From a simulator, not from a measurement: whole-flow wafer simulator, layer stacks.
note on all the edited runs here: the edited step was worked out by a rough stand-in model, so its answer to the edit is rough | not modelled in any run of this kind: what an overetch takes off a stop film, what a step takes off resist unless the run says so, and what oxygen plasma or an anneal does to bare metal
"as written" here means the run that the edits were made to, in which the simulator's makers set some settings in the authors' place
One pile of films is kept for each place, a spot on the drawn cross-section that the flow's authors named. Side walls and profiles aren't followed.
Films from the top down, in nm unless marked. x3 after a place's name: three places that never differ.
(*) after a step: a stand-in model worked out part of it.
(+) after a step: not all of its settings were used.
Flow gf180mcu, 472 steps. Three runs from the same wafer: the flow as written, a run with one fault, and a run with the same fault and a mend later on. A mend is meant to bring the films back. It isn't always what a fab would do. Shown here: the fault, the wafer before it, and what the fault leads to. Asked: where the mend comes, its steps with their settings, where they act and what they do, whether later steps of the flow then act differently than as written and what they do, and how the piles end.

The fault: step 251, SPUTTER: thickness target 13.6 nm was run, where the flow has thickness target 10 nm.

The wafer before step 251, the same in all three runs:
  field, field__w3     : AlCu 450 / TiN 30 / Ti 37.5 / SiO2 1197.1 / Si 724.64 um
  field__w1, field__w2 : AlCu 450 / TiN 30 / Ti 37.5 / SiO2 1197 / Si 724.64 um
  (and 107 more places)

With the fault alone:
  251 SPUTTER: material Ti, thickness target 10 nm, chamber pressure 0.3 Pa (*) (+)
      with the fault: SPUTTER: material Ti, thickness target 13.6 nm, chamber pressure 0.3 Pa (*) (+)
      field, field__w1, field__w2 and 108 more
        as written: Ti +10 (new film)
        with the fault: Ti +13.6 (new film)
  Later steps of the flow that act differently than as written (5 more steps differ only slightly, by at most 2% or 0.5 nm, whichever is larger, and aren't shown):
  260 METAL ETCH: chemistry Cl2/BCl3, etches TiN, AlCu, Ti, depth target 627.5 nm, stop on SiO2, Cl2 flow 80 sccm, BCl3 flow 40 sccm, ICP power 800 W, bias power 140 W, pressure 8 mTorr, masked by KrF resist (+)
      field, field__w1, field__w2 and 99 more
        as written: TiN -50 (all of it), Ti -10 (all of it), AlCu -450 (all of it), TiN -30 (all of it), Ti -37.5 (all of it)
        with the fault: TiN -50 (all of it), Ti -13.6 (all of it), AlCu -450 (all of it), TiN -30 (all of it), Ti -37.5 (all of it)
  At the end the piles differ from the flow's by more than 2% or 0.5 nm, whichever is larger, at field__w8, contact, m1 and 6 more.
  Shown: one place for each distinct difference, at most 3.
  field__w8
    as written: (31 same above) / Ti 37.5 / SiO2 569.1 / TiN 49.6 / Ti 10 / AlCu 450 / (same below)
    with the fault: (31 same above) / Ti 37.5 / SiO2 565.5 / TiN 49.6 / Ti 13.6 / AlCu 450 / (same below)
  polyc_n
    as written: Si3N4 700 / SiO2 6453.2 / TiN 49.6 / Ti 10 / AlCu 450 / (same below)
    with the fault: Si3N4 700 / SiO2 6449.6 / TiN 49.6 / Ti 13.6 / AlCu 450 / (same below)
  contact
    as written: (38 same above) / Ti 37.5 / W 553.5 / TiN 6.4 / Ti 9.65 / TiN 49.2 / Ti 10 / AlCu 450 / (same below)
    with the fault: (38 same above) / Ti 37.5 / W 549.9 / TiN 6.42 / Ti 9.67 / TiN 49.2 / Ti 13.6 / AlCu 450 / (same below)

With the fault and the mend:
  The mend comes after step 251.
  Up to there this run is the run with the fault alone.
  251a METAL ETCH: chemistry Cl2/BCl3, etches TiN, AlCu, Ti, depth target 3.6 nm, Cl2 flow 80 sccm, BCl3 flow 40 sccm, ICP power 800 W, bias power 140 W, pressure 8 mTorr
      field, field__w1, field__w2 and 108 more
        Ti -3.6
  No later step of the flow acts differently than as written at any place that is followed.
  At the end the piles are the same as the flow's at every place that both follow.
